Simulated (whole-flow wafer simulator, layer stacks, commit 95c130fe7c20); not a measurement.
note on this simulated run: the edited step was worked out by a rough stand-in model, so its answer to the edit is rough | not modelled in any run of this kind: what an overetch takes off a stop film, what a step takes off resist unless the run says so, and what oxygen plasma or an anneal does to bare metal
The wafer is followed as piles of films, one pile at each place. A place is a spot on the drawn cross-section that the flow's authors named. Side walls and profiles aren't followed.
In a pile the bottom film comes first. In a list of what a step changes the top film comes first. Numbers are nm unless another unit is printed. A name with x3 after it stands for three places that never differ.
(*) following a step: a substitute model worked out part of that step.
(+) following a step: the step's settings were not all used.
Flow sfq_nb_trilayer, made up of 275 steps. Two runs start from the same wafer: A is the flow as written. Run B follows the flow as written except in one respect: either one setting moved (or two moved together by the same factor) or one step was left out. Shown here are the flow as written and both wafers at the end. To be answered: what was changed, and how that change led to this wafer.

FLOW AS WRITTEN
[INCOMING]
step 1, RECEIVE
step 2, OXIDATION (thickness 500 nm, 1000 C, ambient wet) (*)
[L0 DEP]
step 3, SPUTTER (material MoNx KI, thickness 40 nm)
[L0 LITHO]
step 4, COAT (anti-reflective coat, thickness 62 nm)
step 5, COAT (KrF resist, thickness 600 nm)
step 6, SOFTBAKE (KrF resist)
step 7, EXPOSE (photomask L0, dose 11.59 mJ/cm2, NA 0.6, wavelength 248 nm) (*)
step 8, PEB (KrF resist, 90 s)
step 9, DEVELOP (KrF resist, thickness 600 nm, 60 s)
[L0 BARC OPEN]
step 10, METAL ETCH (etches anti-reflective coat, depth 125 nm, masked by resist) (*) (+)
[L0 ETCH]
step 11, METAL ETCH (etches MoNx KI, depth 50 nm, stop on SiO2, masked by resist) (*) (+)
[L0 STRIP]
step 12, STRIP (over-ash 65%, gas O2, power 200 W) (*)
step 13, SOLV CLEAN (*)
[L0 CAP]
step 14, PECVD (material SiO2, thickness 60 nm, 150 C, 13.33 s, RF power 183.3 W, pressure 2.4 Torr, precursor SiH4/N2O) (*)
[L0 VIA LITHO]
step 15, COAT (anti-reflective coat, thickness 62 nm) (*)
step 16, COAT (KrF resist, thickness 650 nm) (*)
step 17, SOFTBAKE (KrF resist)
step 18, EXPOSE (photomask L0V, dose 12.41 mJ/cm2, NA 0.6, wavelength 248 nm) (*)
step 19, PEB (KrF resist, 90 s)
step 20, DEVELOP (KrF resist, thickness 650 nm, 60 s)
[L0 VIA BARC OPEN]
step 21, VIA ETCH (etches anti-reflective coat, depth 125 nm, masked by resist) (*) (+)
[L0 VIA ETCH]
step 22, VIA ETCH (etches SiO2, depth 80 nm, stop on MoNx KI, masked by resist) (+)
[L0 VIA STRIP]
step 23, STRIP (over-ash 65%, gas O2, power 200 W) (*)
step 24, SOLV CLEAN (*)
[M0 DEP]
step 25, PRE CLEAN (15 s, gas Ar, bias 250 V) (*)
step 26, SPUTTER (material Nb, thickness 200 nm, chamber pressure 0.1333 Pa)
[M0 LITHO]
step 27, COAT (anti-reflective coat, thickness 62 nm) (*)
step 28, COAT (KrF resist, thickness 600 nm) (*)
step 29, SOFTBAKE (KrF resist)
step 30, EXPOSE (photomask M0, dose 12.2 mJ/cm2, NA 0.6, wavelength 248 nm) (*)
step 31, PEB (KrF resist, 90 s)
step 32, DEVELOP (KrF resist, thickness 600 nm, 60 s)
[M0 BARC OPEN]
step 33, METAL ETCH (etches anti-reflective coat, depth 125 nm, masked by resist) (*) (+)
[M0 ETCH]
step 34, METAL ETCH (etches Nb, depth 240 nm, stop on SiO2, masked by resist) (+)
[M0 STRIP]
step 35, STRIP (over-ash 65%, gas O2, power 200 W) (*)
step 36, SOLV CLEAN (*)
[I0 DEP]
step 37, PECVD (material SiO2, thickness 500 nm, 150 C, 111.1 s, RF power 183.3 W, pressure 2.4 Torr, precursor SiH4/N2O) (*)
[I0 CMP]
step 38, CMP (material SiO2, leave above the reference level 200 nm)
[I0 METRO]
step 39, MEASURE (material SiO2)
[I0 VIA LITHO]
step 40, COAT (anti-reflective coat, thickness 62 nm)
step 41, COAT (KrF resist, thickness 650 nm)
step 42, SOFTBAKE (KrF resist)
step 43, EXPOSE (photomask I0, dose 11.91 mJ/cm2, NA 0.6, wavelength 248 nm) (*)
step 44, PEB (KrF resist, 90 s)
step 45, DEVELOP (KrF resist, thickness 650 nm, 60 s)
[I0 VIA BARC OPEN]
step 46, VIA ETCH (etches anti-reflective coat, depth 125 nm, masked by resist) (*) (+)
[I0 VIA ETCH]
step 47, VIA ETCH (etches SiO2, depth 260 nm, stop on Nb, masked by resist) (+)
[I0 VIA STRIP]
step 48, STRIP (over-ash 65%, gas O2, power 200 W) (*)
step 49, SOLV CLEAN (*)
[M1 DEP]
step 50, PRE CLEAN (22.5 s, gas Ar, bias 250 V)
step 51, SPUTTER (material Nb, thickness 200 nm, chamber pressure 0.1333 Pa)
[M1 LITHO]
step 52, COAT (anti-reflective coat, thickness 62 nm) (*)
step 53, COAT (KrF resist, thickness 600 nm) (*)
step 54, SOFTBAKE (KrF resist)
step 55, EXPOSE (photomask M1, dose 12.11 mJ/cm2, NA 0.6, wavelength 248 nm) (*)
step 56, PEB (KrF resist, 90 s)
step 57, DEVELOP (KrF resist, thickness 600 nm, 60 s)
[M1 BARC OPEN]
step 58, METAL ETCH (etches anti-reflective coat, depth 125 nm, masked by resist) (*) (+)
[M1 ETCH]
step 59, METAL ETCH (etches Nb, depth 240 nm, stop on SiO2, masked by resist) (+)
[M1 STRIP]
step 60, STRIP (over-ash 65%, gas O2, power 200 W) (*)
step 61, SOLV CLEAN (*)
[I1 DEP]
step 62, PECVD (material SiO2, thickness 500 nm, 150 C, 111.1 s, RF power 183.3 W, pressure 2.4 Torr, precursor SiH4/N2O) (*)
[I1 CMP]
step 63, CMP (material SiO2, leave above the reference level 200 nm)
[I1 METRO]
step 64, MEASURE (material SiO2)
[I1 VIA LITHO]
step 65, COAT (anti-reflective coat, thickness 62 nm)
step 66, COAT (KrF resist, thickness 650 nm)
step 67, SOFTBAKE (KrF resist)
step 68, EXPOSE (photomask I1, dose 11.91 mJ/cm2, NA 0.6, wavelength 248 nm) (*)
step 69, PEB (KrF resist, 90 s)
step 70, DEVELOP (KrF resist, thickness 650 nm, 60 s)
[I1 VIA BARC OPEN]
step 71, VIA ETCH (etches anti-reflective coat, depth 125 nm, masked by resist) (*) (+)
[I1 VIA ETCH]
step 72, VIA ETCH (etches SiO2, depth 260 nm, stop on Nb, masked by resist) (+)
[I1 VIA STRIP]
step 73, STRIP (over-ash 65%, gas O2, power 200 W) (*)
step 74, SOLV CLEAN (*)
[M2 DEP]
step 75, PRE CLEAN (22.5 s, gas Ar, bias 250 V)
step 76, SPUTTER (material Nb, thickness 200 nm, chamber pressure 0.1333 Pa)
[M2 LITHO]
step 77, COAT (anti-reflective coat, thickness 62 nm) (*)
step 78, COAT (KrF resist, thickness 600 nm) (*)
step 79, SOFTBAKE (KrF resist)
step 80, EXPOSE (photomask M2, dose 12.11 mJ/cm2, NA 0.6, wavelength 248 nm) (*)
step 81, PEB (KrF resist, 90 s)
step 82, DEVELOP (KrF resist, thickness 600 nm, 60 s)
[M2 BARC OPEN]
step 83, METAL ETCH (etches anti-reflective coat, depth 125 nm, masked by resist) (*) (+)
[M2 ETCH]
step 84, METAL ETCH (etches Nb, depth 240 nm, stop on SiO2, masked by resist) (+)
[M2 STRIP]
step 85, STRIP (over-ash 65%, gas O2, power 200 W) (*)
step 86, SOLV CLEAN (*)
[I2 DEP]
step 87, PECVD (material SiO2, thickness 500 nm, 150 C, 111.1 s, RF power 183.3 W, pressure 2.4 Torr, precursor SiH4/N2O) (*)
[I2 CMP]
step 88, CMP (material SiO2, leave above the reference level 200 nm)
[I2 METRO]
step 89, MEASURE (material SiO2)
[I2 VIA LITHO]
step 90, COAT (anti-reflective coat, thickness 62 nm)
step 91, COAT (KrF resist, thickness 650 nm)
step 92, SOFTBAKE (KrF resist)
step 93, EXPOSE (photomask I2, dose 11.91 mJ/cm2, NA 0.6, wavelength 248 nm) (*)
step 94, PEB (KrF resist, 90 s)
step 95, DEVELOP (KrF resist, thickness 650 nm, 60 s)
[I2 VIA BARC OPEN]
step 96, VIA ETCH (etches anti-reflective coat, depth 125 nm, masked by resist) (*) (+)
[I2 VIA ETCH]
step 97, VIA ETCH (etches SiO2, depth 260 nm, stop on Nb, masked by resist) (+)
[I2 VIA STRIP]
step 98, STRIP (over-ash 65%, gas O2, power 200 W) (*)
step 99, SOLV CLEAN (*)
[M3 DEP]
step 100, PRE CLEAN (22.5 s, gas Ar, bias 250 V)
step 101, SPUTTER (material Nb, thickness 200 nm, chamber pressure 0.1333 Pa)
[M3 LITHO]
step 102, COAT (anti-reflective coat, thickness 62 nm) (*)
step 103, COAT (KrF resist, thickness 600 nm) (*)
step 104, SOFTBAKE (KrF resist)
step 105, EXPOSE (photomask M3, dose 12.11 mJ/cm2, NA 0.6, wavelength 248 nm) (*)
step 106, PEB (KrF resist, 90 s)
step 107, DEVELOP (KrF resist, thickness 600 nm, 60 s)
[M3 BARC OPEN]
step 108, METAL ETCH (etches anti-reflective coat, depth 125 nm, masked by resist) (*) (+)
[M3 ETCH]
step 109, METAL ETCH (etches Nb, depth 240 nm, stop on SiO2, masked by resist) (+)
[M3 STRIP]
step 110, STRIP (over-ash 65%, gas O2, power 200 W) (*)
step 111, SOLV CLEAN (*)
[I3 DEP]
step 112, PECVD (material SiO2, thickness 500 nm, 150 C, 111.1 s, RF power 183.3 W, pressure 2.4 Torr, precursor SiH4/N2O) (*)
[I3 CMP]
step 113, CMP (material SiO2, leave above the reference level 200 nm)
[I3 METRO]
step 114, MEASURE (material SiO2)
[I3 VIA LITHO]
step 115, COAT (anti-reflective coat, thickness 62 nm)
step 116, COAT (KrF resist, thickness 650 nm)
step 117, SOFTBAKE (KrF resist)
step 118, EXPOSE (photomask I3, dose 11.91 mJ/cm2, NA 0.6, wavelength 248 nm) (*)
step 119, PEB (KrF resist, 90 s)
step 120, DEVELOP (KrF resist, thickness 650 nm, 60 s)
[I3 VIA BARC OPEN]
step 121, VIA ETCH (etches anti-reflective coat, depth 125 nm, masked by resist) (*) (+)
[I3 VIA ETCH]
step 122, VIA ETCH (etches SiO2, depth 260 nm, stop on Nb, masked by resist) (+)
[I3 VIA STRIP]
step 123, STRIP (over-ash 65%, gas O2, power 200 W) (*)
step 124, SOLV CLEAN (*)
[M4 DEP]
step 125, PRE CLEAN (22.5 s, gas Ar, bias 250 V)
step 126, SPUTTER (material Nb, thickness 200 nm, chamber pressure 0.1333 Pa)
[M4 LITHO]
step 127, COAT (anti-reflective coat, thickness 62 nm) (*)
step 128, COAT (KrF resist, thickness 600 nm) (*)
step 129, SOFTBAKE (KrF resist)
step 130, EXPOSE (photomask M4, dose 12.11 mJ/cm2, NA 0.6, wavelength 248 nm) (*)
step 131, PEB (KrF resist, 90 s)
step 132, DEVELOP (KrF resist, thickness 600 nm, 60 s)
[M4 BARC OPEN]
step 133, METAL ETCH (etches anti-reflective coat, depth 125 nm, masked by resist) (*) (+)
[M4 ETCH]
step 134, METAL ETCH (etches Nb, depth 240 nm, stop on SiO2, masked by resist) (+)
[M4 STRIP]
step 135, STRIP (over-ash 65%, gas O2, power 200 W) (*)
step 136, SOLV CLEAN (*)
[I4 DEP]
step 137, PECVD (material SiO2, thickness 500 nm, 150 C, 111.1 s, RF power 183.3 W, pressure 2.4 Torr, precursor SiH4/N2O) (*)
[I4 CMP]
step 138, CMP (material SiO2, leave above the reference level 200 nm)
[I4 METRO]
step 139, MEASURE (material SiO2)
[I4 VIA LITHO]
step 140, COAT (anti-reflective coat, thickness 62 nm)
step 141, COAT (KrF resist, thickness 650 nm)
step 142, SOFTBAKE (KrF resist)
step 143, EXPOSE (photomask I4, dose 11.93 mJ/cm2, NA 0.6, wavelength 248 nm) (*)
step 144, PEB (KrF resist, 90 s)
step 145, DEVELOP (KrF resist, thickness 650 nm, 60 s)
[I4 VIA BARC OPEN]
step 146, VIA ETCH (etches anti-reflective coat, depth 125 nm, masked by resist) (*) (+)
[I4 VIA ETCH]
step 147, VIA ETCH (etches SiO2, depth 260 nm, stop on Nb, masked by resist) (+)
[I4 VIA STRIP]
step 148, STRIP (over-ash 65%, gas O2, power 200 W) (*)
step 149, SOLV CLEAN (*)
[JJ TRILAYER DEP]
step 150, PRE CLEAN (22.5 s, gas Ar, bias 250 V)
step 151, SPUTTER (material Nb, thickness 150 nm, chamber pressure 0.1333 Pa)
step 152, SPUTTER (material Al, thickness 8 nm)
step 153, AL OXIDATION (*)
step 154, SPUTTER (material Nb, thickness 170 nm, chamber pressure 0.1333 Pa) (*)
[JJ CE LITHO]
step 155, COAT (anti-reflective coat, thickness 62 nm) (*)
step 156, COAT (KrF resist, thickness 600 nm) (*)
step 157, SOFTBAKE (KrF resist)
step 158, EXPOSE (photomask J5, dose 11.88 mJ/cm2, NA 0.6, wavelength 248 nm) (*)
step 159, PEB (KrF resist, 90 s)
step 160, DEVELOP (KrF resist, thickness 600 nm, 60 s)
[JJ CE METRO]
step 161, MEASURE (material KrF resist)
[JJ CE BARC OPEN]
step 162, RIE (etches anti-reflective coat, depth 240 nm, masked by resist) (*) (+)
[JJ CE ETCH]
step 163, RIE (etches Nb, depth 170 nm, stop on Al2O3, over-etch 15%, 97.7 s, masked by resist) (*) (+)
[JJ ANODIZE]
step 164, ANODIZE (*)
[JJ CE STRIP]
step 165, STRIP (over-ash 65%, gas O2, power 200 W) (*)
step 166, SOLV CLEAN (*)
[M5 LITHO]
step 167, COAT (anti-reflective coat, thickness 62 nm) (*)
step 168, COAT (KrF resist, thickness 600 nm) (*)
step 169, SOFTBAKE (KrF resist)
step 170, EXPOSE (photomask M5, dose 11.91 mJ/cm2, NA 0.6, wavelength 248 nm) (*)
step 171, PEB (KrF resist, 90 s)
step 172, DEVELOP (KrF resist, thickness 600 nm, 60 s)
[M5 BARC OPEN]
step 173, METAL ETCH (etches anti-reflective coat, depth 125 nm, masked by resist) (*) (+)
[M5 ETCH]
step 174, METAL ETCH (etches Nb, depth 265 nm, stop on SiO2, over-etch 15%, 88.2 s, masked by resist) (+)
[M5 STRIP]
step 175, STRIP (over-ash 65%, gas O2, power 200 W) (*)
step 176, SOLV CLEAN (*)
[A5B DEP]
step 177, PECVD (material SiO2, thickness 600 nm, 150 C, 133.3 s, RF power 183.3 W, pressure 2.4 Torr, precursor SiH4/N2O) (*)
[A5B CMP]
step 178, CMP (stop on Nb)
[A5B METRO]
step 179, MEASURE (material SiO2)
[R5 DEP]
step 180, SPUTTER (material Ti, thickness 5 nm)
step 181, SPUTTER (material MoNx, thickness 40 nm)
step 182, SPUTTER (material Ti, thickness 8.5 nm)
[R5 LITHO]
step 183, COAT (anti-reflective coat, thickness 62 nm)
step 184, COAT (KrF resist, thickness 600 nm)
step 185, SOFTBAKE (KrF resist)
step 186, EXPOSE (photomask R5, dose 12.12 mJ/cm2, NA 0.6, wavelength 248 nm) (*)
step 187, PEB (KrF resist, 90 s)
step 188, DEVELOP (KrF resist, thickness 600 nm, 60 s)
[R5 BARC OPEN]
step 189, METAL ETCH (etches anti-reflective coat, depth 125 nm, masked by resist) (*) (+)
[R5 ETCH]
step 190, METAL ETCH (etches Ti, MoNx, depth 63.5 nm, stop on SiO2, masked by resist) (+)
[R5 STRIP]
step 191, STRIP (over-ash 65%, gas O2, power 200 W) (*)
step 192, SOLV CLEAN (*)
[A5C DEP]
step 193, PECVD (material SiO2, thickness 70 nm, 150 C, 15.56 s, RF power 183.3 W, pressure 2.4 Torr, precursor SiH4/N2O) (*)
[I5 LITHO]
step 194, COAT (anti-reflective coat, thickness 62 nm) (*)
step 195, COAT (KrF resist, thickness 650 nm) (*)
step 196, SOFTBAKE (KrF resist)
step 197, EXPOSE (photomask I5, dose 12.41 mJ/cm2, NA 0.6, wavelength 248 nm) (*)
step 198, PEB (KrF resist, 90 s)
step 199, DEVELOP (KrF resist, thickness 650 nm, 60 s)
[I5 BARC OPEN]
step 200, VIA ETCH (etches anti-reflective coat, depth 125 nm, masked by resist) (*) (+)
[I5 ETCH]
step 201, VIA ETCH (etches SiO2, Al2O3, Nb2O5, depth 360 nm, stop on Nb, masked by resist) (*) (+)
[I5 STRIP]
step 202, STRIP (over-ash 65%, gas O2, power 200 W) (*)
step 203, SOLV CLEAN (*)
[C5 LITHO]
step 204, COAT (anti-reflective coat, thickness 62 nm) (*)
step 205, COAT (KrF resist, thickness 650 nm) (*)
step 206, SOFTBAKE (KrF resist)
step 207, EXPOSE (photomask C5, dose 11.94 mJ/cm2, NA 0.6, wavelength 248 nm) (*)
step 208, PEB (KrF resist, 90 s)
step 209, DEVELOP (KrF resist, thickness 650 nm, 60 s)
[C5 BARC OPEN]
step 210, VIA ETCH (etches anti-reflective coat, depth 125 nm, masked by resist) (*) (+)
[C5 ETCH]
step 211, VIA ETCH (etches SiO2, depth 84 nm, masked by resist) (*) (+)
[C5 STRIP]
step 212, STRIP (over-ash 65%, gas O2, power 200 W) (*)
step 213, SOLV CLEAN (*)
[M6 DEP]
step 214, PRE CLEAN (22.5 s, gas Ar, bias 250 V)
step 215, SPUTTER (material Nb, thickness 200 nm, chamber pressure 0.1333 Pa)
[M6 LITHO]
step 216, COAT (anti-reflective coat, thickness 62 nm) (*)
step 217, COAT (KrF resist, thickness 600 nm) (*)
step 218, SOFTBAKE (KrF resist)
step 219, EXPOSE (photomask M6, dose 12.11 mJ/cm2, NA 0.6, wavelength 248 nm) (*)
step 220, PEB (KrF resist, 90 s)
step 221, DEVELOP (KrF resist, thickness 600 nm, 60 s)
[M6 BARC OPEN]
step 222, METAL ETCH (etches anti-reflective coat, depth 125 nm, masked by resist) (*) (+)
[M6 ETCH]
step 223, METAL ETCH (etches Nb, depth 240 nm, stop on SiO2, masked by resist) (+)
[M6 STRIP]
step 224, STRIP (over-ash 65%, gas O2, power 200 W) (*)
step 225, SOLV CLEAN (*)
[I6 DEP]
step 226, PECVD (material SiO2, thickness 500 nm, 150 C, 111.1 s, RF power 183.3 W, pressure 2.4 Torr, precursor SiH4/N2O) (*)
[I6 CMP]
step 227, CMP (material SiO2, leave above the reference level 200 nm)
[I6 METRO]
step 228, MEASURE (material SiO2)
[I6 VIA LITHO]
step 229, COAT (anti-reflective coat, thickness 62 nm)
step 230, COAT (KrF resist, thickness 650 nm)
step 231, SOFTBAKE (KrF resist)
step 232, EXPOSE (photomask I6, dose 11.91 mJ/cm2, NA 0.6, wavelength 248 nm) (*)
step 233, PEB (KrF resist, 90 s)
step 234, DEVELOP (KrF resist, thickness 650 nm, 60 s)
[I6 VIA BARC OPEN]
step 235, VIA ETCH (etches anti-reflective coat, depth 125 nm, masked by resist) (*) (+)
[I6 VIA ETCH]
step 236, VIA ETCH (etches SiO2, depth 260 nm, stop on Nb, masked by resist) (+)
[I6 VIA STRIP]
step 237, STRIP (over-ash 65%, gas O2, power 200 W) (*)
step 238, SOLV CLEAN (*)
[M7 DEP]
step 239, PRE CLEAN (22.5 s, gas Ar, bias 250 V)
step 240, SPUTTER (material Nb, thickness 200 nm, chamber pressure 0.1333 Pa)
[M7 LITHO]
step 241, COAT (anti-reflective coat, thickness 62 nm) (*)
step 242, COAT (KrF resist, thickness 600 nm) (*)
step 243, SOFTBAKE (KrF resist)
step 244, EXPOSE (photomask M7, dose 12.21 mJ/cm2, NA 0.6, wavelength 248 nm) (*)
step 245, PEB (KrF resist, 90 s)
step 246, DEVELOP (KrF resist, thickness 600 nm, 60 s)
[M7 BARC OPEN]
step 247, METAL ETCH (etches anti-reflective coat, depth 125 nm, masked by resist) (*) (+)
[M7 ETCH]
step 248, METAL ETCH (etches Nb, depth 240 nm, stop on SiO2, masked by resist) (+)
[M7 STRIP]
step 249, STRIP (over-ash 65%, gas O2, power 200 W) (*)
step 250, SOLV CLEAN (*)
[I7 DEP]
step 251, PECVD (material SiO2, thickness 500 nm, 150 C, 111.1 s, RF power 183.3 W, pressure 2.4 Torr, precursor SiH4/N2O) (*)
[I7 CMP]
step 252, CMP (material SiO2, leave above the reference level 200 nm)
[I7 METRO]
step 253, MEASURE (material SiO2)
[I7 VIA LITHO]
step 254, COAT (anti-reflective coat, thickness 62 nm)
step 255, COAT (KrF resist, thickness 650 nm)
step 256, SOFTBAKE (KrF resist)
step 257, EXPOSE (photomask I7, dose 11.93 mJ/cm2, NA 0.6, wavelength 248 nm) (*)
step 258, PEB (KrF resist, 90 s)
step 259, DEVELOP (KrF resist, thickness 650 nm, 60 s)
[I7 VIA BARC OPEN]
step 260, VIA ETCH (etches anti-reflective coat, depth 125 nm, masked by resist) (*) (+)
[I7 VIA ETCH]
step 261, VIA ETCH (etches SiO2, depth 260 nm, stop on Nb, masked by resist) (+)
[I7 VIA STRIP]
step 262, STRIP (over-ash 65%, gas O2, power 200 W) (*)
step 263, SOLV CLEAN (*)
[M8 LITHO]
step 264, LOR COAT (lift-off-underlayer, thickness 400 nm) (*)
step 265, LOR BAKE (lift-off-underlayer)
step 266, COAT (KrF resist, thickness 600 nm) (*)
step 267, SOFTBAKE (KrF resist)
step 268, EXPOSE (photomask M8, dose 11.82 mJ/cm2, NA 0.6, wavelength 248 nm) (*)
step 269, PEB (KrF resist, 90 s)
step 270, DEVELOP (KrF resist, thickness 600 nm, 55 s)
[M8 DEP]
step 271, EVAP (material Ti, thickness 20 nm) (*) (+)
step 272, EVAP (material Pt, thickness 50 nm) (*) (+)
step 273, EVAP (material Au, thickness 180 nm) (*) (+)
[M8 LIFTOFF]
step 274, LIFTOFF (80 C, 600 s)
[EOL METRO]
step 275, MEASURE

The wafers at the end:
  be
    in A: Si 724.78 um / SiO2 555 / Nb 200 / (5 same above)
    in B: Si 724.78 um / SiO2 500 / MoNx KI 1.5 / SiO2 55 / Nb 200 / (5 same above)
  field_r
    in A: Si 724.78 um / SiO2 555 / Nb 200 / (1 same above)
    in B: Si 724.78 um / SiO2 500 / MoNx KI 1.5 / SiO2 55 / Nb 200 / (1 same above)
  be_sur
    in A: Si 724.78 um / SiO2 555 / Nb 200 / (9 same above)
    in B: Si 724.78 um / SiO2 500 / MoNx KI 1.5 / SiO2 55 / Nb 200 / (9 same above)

What caused this: step 11, METAL ETCH: depth 38.5 nm was run, while the flow as written has depth 50 nm.

Step by step, how the change led to this:
  step 11, METAL ETCH (etches MoNx KI, depth 50 nm, stop on SiO2, masked by resist) (*) (+)
      v_sur, via_wl, via_w and 97 more: A -40 MoNx KI (all of it) | B -38.5 MoNx KI
      field_l, l0_sur, l0v, l0r_line_l, l0r_line_c, l0r_line_r: A -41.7 KrF resist | B -32.1 KrF resist
  step 14, PECVD (material SiO2, thickness 60 nm, 150 C, 13.33 s, RF power 183.3 W, pressure 2.4 Torr, precursor SiH4/N2O) (*)
      v_sur, via_wl, via_w and 97 more: A +60 SiO2 | B +60 SiO2 (new film)
Taking metal films that touch as one body, be has 4 bodies (between them, from the top down: SiO2 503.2; SiO2 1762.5; SiO2 55); the flow as written gives 3 bodies (between them, from the top down: SiO2 503.2; SiO2 1762.5).
Taking metal films that touch as one body, field_r has 2 bodies (between them, from the top down: SiO2 55); the flow as written gives 1 body.
Taking metal films that touch as one body, be_sur has 5 bodies (between them, from the top down: SiO2 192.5; SiO2 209 / Al2O3 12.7 / Nb2O5 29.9; SiO2 1762.5; SiO2 55); the flow as written gives 4 bodies (between them, from the top down: SiO2 192.5; SiO2 209 / Al2O3 12.7 / Nb2O5 29.9; SiO2 1762.5).
